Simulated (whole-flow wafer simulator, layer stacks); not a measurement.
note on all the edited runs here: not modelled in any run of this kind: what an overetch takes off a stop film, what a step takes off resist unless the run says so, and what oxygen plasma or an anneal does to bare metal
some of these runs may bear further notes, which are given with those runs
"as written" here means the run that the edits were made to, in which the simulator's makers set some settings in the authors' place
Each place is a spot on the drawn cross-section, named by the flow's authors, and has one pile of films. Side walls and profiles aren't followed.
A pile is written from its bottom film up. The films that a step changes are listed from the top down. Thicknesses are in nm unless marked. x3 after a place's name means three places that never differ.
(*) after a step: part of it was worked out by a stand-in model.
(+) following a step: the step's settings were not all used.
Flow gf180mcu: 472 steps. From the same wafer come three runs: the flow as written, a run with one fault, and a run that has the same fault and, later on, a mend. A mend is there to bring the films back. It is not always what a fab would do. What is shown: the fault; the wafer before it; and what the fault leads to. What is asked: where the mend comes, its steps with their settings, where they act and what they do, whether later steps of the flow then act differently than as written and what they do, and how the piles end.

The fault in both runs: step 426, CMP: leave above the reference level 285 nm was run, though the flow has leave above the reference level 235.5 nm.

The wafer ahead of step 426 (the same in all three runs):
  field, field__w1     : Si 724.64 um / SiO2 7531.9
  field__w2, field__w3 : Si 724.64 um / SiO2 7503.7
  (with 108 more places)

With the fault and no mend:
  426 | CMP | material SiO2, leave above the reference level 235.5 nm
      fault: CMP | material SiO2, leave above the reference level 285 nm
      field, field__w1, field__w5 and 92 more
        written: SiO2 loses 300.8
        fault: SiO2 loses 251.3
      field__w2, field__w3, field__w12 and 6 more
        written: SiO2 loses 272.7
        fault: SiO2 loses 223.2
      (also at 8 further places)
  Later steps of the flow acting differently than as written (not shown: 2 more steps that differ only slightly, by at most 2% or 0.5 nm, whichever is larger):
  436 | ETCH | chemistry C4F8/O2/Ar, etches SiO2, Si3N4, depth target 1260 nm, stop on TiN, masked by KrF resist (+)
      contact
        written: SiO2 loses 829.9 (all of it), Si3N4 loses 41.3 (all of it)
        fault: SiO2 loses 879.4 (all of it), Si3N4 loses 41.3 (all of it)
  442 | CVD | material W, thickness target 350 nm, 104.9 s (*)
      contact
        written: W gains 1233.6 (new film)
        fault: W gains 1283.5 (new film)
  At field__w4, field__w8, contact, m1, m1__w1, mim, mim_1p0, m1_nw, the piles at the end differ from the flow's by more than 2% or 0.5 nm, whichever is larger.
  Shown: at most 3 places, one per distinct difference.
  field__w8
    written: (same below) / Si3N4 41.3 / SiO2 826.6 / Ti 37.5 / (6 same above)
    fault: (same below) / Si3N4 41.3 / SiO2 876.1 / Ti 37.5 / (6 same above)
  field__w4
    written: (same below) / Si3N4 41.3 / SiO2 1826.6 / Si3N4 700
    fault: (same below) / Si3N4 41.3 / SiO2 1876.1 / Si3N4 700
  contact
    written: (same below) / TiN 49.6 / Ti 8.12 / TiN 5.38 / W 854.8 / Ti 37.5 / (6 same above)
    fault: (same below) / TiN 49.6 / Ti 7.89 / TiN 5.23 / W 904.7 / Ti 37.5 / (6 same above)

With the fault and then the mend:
  The mend stands after step 434.
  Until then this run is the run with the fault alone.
  434a | STRIP | chemistry O2/N2, power 2160 W, pressure 1700 mTorr (*)
      field, field__w1, field__w2 and 108 more
        KrF resist loses 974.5 (all of it), anti-reflective coat loses 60 (all of it)
      contact
        anti-reflective coat loses 60 (all of it)
  434b | CMP | material SiO2, leave above the reference level 235.5 nm (the flow's step 426, run once more)
      field, field__w1, field__w2 and 109 more
        SiO2 loses 49.5
  434c | HMDS | 120 C, 60 s (the flow's step 428, run once more)
      alters no film at any place that is followed
  434d | COAT | anti-reflective coat, thickness 60 nm, 182 C, 71 s (the flow's step 429, run once more)
      field, field__w1, field__w2 and 109 more
        anti-reflective coat gains 60 (new film)
  434e | COAT | KrF resist, thickness 1000 nm (the flow's step 430, run once more)
      field, field__w1, field__w2 and 109 more
        KrF resist gains 1000 (new film)
  434f | SOFTBAKE | KrF resist (the flow's step 431, run once more)
      alters no film at any place that is followed
  434g | EXPOSE | photomask Via5 (the flow's step 432, run once more)
      alters no film at any place that is followed
  434h | PEB | KrF resist, 135 C, 90 s (the flow's step 433, run once more)
      field, field__w1, field__w2 and 109 more
        KrF resist loses 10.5
  434i | DEVELOP | KrF resist, thickness 1000 nm, 60 s (the flow's step 434, run once more)
      field, field__w1, field__w2 and 108 more
        KrF resist loses 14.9
      contact
        KrF resist loses 989.5 (all of it)
  Later steps of the flow that are run all act as written at every place that is followed.
  At every place that both follow, the piles at the end match the flow's.
